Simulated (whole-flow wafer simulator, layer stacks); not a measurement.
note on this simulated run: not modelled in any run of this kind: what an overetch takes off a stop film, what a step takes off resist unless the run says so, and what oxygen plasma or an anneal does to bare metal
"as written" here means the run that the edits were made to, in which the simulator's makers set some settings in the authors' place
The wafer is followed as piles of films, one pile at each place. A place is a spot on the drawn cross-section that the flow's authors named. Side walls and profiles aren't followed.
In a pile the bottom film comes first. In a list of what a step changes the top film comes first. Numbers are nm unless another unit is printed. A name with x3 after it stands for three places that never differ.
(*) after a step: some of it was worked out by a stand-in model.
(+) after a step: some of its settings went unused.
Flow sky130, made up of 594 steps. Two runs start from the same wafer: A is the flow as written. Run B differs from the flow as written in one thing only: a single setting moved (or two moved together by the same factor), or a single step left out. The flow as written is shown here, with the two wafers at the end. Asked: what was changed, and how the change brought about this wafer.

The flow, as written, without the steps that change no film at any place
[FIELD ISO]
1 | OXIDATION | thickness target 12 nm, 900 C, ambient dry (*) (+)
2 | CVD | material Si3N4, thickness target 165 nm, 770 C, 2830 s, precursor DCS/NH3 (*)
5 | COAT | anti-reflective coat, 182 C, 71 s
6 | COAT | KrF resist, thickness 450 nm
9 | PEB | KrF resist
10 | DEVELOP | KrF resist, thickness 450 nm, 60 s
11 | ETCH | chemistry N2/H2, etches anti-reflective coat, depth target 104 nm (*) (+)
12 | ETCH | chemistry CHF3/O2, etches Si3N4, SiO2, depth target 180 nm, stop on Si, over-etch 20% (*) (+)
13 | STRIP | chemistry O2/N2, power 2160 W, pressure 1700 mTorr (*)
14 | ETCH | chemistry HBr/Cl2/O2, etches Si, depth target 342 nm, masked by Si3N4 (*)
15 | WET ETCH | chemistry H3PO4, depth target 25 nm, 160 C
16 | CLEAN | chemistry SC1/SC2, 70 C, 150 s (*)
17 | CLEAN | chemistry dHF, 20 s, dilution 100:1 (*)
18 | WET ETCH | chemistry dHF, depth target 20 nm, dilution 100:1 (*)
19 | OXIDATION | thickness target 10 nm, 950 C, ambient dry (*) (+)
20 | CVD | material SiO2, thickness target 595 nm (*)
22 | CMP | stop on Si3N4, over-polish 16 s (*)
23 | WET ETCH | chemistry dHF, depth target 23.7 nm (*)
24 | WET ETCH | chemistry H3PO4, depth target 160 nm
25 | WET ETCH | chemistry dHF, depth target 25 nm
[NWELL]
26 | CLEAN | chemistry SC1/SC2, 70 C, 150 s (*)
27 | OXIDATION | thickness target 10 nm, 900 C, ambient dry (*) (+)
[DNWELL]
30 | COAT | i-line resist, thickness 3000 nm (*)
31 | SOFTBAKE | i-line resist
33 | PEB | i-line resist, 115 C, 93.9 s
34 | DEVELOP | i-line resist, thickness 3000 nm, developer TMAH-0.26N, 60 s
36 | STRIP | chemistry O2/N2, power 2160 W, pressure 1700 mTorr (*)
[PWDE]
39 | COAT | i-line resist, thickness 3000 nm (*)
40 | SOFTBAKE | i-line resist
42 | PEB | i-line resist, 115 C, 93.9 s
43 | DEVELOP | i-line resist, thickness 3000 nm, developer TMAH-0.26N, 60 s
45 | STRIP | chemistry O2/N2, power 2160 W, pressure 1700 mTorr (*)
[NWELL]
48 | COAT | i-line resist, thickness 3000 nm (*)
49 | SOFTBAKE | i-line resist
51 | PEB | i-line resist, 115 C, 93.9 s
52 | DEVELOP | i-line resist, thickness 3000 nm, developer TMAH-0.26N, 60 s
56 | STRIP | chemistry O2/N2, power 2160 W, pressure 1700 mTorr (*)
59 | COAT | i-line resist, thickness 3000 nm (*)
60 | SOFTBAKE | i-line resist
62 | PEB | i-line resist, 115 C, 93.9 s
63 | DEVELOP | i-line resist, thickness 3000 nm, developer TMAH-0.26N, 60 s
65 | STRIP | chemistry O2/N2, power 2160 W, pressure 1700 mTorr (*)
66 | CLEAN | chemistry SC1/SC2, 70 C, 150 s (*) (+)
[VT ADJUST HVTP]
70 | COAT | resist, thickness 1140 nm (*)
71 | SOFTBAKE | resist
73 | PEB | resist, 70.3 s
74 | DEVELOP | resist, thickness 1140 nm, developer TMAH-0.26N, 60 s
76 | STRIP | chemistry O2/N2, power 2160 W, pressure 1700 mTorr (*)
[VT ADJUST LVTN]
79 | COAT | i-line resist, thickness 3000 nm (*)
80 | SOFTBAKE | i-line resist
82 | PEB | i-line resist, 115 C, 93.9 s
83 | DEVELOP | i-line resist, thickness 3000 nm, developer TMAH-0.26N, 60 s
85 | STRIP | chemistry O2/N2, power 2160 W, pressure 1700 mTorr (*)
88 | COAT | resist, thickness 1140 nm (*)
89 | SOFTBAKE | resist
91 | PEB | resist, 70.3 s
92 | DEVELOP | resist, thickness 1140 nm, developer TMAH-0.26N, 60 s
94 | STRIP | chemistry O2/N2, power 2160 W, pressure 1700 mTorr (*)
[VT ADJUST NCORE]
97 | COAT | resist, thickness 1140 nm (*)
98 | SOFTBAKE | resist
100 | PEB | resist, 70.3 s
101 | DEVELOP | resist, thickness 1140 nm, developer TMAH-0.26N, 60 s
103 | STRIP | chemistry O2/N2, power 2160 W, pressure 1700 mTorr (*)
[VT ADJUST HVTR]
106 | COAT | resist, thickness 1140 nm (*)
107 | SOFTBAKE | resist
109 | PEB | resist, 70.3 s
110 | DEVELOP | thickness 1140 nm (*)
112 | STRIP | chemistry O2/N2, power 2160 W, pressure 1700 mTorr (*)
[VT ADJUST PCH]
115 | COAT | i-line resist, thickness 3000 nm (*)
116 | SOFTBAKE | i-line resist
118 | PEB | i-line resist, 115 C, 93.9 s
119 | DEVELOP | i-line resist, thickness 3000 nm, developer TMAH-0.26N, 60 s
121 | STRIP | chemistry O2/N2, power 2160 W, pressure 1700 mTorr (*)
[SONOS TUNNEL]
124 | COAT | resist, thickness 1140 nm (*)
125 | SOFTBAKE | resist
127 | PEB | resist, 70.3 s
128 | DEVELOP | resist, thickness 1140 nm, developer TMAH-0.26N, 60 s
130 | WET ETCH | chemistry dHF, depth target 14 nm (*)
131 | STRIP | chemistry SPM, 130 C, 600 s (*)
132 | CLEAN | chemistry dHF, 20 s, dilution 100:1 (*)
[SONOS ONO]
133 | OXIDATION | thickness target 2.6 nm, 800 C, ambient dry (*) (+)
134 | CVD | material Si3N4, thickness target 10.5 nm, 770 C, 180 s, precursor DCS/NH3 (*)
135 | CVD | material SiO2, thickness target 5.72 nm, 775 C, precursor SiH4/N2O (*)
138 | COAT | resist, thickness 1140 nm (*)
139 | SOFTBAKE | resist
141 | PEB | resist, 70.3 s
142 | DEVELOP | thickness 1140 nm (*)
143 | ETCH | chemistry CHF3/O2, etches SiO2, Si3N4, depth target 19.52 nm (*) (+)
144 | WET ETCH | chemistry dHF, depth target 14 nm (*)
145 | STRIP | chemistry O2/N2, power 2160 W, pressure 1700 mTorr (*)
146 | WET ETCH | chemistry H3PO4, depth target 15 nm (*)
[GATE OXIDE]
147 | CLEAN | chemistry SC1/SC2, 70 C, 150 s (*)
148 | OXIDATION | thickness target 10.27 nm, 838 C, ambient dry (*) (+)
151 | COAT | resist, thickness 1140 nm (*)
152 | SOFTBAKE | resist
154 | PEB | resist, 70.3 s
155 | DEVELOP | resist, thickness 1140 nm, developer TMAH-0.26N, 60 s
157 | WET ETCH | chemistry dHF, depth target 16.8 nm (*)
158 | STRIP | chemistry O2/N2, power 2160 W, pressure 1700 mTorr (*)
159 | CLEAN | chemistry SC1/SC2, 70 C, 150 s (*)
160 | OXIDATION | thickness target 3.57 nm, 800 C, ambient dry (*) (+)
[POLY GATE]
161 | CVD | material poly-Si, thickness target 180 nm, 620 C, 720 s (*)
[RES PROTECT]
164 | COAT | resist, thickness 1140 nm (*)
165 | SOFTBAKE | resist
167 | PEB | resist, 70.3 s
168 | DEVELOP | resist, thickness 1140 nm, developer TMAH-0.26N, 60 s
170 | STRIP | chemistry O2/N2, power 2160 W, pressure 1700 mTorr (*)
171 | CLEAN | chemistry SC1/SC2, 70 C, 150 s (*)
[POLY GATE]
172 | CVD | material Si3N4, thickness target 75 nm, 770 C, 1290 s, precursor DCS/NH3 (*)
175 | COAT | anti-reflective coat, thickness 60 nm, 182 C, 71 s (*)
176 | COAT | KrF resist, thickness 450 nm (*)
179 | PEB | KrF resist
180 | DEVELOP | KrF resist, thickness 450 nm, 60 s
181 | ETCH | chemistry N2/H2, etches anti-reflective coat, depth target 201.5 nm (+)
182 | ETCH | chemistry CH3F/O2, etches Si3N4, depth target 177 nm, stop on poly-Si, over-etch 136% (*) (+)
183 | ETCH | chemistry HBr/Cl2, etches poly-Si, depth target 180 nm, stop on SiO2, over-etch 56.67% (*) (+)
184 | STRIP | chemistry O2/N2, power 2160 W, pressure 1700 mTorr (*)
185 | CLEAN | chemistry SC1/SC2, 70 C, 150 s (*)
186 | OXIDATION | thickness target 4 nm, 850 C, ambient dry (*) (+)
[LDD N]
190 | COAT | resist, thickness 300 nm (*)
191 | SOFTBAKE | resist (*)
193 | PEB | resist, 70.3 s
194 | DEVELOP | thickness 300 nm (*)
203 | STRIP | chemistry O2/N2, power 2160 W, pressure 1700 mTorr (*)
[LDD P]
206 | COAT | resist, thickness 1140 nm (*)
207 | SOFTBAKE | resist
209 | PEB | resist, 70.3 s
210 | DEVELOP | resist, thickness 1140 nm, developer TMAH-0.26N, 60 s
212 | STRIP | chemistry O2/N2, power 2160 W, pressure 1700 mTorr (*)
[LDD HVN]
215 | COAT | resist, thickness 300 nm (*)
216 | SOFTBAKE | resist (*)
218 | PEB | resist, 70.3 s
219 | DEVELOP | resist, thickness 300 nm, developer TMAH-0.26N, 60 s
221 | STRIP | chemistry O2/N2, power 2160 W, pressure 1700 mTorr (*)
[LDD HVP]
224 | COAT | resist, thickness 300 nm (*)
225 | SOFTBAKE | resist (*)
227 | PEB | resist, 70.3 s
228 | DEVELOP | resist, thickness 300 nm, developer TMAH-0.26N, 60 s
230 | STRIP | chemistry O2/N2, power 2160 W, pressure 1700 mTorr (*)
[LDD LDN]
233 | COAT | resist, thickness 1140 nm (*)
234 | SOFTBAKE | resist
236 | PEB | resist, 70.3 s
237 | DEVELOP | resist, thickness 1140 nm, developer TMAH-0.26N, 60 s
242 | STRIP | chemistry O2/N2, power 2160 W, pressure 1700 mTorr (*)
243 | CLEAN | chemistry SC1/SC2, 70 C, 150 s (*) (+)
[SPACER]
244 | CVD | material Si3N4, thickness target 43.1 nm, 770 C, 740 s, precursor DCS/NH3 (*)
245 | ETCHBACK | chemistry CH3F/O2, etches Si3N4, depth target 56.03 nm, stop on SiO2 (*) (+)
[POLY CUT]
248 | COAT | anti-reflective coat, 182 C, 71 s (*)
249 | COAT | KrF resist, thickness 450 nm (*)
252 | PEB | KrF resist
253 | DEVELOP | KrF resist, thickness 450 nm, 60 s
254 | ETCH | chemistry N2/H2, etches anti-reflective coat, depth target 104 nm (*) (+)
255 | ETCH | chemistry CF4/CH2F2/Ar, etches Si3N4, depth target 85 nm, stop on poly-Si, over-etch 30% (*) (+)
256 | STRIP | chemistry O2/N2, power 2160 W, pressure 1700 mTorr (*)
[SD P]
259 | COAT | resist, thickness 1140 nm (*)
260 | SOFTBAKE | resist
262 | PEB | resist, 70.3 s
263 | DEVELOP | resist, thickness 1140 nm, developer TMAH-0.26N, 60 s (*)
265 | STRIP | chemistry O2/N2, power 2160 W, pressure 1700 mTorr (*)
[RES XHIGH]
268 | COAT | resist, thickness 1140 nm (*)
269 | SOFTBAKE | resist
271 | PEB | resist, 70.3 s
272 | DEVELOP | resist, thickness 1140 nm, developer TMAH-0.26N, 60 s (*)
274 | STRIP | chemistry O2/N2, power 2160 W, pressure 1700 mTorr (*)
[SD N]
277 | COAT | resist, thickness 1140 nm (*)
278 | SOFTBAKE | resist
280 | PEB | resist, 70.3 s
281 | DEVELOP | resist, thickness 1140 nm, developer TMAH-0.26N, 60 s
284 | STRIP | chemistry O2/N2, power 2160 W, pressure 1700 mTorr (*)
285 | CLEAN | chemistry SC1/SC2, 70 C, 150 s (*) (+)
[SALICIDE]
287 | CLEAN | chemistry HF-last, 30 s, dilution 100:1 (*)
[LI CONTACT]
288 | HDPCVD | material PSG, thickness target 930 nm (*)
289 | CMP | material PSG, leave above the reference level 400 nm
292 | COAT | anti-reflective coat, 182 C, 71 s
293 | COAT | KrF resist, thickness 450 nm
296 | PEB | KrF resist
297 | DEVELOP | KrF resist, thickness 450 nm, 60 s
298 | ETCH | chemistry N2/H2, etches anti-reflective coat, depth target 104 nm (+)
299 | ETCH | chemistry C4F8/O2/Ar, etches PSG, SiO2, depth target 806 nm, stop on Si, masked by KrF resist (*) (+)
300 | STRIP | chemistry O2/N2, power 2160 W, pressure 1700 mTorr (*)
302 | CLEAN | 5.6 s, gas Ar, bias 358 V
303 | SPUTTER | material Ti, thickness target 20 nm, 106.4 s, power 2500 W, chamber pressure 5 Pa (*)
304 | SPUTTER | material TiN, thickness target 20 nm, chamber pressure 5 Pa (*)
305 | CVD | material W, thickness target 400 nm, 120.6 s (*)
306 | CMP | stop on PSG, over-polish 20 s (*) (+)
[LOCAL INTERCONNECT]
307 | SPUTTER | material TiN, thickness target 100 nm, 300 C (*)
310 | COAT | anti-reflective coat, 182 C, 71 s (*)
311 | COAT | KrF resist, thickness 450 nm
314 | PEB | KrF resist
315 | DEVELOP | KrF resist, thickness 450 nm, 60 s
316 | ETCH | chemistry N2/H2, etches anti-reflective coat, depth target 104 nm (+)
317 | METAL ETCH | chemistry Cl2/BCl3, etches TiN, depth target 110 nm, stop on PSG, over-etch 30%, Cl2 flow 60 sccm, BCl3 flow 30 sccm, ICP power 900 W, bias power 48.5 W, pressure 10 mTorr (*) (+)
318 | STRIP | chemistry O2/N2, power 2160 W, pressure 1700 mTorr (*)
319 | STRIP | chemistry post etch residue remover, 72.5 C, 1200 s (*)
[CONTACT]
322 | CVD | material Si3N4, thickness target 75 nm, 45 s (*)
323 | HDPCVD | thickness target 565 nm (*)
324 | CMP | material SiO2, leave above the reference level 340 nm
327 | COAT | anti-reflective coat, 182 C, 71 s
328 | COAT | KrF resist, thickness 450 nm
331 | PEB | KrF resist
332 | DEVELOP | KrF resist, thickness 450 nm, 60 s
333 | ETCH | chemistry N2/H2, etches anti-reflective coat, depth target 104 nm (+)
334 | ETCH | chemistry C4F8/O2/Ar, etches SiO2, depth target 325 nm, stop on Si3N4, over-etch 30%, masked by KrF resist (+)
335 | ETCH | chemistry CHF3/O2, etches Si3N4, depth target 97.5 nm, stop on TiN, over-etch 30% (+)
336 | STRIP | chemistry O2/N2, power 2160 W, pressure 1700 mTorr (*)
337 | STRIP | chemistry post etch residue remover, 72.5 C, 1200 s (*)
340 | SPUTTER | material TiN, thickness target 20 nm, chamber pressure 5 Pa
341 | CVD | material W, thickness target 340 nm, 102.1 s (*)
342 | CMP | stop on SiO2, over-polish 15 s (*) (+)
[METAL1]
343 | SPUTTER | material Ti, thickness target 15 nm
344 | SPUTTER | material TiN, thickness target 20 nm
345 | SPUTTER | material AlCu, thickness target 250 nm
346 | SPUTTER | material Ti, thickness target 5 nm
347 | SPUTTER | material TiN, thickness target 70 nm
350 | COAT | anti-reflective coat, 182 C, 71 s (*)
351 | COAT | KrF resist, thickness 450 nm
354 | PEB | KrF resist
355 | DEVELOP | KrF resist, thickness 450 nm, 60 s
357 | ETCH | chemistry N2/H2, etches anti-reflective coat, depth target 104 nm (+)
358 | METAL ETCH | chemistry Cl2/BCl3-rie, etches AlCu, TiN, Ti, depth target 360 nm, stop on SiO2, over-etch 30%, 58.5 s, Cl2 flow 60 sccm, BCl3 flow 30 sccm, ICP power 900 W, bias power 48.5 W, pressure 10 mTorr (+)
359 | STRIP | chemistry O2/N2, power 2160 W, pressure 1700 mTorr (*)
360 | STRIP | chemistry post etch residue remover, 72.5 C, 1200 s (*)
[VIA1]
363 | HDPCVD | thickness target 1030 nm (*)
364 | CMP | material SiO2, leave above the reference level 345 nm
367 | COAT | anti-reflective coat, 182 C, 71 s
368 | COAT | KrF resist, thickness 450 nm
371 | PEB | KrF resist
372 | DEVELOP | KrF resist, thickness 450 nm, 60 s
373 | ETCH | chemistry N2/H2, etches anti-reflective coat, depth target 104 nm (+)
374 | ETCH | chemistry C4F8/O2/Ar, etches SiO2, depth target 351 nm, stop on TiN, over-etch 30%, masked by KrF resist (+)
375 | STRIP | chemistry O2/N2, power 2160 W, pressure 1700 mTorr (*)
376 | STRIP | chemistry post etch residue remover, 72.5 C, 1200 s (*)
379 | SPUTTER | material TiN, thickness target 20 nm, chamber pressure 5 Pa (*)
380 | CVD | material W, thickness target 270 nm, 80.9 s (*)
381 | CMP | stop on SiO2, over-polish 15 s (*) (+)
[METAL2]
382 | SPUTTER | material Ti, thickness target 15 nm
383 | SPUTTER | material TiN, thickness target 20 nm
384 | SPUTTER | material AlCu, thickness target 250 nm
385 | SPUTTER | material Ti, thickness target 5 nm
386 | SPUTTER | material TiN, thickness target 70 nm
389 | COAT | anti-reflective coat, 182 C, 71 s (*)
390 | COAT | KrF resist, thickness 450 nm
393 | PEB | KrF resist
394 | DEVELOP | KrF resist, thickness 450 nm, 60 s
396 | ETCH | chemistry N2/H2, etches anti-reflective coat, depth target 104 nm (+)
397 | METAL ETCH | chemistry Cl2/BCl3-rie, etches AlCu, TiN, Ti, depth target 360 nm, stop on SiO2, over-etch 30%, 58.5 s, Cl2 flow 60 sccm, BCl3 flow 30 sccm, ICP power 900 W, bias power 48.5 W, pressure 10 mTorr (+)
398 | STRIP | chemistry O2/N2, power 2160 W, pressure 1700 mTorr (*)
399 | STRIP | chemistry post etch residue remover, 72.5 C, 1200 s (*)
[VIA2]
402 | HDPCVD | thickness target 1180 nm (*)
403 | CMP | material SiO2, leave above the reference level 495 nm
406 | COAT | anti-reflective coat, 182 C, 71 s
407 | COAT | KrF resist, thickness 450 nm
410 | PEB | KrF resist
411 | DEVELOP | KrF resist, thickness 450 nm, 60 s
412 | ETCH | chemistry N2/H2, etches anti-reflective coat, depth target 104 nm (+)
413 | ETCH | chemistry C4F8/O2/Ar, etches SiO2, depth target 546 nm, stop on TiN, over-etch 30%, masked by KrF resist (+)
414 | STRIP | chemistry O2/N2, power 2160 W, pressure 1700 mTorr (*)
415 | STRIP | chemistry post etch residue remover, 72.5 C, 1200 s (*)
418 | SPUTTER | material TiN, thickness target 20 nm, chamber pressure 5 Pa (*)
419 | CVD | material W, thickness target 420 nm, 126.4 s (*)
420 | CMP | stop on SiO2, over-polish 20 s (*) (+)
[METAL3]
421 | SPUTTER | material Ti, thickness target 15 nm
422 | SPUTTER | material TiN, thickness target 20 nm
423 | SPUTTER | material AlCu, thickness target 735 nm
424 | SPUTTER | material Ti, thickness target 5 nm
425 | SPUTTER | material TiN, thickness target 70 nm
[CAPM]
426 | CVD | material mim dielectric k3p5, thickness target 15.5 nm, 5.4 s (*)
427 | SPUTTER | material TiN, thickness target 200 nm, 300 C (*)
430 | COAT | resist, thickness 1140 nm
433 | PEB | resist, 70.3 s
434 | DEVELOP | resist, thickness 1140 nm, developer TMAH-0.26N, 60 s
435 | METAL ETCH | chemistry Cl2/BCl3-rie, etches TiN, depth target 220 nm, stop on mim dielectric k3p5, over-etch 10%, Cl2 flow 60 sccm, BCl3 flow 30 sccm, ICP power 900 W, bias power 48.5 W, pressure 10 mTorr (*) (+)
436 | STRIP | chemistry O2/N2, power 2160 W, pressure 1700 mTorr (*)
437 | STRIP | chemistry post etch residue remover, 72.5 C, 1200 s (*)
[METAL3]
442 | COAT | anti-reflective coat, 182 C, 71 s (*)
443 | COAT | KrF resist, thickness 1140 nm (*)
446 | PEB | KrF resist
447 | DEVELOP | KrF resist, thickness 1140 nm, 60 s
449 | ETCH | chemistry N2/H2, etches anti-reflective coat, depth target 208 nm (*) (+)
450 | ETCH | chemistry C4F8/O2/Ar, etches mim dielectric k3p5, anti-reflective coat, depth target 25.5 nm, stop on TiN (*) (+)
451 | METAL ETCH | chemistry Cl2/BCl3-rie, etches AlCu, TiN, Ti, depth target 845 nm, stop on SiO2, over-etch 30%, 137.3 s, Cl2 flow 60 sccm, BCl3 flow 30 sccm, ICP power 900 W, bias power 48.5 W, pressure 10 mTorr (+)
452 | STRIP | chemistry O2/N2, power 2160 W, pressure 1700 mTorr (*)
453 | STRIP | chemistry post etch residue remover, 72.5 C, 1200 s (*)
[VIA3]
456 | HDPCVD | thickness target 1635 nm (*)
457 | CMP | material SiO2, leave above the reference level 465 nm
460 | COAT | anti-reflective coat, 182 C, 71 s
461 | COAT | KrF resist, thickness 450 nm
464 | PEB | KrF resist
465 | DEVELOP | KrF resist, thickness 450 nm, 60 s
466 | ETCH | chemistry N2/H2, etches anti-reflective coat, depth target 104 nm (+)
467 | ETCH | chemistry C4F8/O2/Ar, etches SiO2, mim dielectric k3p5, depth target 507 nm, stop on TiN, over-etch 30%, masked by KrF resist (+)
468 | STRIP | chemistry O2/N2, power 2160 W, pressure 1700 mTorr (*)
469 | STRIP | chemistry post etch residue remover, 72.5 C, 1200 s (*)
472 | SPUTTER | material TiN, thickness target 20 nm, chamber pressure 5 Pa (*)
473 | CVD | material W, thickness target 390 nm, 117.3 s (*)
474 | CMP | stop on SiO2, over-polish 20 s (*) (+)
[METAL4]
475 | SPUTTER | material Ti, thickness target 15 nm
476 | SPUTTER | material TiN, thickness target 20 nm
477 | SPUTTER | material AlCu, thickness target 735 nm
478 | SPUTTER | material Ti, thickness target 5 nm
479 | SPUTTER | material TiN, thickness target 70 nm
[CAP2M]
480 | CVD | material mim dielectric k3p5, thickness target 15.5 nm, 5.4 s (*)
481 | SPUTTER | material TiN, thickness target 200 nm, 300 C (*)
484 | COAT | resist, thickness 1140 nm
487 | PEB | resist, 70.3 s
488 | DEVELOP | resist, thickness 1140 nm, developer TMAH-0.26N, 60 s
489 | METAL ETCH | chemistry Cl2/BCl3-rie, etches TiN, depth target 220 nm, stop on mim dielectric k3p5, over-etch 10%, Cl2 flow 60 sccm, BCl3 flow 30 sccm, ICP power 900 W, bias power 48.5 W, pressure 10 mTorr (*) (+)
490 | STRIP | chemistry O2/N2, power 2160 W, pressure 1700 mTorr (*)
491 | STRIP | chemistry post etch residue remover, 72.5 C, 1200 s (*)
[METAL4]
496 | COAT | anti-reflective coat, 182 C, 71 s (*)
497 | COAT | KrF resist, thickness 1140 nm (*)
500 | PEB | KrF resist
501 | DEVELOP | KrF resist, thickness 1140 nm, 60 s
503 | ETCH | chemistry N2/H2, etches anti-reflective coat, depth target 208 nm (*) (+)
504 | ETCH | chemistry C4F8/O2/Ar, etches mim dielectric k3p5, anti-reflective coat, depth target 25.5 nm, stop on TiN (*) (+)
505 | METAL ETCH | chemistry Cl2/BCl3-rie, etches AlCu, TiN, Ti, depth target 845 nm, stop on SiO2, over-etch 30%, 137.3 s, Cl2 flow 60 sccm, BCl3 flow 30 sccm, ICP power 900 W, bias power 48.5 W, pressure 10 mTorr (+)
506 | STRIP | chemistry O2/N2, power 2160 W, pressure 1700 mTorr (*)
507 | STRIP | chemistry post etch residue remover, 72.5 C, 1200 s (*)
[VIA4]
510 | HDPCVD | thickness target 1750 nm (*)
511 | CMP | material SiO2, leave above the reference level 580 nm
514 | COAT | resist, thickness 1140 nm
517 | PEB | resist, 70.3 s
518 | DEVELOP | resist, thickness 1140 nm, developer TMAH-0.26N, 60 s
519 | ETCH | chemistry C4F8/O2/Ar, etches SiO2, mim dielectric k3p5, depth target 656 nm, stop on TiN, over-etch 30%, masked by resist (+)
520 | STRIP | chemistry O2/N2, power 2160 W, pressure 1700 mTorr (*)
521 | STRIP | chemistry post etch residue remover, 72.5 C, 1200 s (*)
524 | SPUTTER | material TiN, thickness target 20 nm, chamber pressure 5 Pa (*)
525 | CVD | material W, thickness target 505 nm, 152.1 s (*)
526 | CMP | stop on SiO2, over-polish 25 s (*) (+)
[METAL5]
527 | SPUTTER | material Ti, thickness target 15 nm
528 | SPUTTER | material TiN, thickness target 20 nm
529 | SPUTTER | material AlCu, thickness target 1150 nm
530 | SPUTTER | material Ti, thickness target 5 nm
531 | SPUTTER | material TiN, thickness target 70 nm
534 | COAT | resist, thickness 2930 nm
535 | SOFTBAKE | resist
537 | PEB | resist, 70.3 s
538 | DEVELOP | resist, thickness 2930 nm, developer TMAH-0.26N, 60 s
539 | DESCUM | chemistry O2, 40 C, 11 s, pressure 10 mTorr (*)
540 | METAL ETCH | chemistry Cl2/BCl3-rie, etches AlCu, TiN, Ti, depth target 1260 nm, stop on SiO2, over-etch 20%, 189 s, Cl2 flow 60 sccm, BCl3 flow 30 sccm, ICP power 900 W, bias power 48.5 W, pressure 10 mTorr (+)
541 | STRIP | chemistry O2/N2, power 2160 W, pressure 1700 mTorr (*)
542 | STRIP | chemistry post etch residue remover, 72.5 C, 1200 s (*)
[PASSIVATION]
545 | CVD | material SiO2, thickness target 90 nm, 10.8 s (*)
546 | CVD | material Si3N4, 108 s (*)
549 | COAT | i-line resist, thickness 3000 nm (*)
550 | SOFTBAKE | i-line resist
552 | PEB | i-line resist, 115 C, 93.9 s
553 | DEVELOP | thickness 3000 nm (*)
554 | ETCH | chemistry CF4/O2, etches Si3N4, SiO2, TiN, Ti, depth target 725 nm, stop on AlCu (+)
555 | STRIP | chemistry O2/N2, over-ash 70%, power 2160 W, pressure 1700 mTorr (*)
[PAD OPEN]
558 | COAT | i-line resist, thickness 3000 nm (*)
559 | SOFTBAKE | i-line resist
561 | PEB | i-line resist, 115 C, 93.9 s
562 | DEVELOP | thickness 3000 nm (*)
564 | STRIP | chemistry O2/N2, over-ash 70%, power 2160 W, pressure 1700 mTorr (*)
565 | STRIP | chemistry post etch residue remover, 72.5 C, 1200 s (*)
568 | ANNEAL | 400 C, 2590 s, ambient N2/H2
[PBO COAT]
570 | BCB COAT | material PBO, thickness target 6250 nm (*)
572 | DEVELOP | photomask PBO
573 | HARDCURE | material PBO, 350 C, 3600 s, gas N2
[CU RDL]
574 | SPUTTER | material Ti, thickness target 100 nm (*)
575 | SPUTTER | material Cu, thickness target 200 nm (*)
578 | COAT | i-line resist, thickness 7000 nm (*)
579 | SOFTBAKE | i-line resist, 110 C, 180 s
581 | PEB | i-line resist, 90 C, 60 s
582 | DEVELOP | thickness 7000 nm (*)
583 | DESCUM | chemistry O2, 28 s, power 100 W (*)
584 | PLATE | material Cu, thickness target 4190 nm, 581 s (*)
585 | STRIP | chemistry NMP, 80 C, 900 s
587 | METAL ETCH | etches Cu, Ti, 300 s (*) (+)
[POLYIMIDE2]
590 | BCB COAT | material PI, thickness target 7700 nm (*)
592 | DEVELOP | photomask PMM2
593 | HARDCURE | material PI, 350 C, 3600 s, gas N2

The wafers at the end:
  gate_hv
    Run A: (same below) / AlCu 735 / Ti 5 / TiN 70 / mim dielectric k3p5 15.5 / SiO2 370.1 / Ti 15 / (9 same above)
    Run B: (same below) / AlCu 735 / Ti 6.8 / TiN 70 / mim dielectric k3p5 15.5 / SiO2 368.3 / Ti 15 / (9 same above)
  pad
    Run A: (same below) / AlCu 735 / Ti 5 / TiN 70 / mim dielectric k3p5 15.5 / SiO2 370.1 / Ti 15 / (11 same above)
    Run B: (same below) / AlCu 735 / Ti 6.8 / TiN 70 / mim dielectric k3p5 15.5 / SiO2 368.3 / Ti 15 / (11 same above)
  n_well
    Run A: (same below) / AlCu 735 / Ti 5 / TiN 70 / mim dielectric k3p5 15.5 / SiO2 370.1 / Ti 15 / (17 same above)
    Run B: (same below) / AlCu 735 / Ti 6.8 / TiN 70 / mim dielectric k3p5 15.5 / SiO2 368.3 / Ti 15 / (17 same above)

What caused this: step 424, SPUTTER: thickness target 6.8 nm was run, whereas the flow has thickness target 5 nm.
The wafer itself shows it: gate_hv has Ti 6.8, and step 424 as written asks for 5 nm.

How this came from the change, step by step:
  424 | SPUTTER | material Ti, thickness target 5 nm
      field, active, n_well and 188 more: A +5 Ti (new film) | B +6.8 Ti (new film)
  451 | METAL ETCH | chemistry Cl2/BCl3-rie, etches AlCu, TiN, Ti, depth target 845 nm, stop on SiO2, over-etch 30%, 137.3 s, Cl2 flow 60 sccm, BCl3 flow 30 sccm, ICP power 900 W, bias power 48.5 W, pressure 10 mTorr (+)
      field, gate, spacer and 68 more: A -70 TiN (all of it), -5 Ti (all of it), -735 AlCu (all of it), -20 TiN (all of it), -15 Ti (all of it), -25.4 SiO2 | B -70 TiN (all of it), -6.8 Ti (all of it), -735 AlCu (all of it), -20 TiN (all of it), -15 Ti (all of it), -25.2 SiO2
      active, vpp_ln, vpp_iso2 and 11 more: A -70 TiN (all of it), -5 Ti (all of it), -735 AlCu (all of it), -20 TiN (all of it), -15 Ti (all of it), -25.3 SiO2 | B -70 TiN (all of it), -6.8 Ti (all of it), -735 AlCu (all of it), -20 TiN (all of it), -15 Ti (all of it), -25.2 SiO2
